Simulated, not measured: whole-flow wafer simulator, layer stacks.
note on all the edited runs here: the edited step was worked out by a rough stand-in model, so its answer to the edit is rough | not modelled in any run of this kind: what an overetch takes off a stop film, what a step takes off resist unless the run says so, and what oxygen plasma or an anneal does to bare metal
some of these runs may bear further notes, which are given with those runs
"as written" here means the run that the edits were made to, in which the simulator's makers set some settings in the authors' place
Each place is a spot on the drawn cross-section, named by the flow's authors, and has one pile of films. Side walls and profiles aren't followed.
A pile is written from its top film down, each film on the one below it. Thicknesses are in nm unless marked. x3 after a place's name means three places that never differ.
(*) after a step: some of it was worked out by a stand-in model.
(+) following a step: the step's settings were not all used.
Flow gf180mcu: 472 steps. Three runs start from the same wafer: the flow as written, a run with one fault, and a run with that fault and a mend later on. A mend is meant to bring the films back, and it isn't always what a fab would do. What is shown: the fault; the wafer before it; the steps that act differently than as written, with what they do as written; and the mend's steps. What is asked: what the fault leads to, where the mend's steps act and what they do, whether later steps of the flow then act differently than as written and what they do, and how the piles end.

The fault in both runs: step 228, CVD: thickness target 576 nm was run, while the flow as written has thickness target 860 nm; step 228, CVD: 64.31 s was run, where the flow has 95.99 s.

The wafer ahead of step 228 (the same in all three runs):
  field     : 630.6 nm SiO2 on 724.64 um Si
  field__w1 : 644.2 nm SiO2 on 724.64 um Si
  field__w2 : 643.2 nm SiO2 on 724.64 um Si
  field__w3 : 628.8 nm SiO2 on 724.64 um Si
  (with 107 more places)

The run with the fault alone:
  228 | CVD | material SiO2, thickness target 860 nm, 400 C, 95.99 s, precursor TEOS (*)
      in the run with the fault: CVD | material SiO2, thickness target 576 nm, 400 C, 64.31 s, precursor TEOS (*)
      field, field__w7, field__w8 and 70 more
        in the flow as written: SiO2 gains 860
        in the run with the fault: SiO2 gains 582.3
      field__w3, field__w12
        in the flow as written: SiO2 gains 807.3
        in the run with the fault: SiO2 gains 549.9
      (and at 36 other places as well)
  Later steps of the flow acting differently than as written (8 other steps are not shown; they differ only slightly, by no more than 2% or 0.5 nm, whichever is larger):
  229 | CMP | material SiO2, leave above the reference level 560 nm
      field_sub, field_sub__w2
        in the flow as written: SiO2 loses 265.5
        in the run with the fault: nothing
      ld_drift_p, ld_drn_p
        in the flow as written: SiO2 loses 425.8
        in the run with the fault: nothing
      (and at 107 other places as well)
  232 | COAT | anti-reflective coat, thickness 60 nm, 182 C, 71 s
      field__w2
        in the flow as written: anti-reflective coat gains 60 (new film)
        in the run with the fault: anti-reflective coat gains 67.3 (new film)
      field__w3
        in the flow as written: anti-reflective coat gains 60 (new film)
        in the run with the fault: anti-reflective coat gains 83.5 (new film)
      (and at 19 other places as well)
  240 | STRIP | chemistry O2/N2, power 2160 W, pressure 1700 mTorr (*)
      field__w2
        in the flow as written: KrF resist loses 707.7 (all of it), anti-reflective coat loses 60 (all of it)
        in the run with the fault: KrF resist loses 707.3 (all of it), anti-reflective coat loses 67.3 (all of it)
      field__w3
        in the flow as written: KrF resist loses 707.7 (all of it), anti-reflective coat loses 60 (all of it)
        in the run with the fault: KrF resist loses 707.6 (all of it), anti-reflective coat loses 83.5 (all of it)
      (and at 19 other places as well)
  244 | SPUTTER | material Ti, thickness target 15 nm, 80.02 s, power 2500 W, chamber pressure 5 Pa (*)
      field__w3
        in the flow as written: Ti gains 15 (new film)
        in the run with the fault: Ti gains 14.3 (new film)
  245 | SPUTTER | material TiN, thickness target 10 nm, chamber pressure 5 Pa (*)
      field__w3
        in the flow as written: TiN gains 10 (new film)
        in the run with the fault: TiN gains 9.49 (new film)
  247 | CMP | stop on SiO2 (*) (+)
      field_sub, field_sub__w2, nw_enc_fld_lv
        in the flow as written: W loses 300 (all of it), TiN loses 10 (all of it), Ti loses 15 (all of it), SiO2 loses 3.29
        in the run with the fault: W loses 300 (all of it), TiN loses 10 (all of it), Ti loses 15 (all of it)
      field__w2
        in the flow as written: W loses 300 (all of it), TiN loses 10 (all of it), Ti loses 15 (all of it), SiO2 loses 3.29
        in the run with the fault: W loses 300 (all of it), TiN loses 10 (all of it), Ti loses 9.67
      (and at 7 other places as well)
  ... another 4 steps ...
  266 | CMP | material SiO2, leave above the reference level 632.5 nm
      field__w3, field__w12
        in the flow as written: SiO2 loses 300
        in the run with the fault: SiO2 loses 288.4
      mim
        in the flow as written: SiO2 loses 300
        in the run with the fault: SiO2 loses 271.9
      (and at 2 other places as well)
  At ld_drift_p, ld_drn_p, the piles at the end differ from the flow's by more than 2% or 0.5 nm, whichever is larger.
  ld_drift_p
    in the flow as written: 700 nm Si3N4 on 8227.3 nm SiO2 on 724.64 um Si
    in the run with the fault: 700 nm Si3N4 on 7037.5 nm SiO2 on 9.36 nm TiN on 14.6 nm Ti on 1165.7 nm SiO2 on 724.64 um Si
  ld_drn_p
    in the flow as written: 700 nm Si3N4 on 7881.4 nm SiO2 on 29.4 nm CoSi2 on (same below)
    in the run with the fault: 700 nm Si3N4 on 7042.5 nm SiO2 on 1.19 nm W on 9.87 nm TiN on 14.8 nm Ti on 813 nm SiO2 on 29.4 nm CoSi2 on (same below)

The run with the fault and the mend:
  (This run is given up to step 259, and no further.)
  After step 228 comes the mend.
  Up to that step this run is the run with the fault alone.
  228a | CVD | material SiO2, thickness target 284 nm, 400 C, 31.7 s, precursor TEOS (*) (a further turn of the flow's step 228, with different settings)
      field, field__w7, field__w8 and 72 more
        SiO2 gains 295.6
      field_sub__w1, field_sub__w4, field_sub__w5
        SiO2 gains 287.9
      nw_enc_fld_lv__w1, nw_enc_fld_lv__w3, nw_enc_fld_lv__w4
        SiO2 gains 285.4
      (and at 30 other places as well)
  Later steps of the flow acting differently than as written:
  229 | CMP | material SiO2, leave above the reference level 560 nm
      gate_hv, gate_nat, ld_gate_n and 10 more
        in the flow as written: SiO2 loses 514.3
        in the run with the mend: SiO2 loses 532.1
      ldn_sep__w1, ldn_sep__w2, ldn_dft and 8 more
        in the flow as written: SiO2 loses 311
        in the run with the mend: SiO2 loses 328.8
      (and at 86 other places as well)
  Once step 259 is done, the piles equal the flow's at every place that both follow.
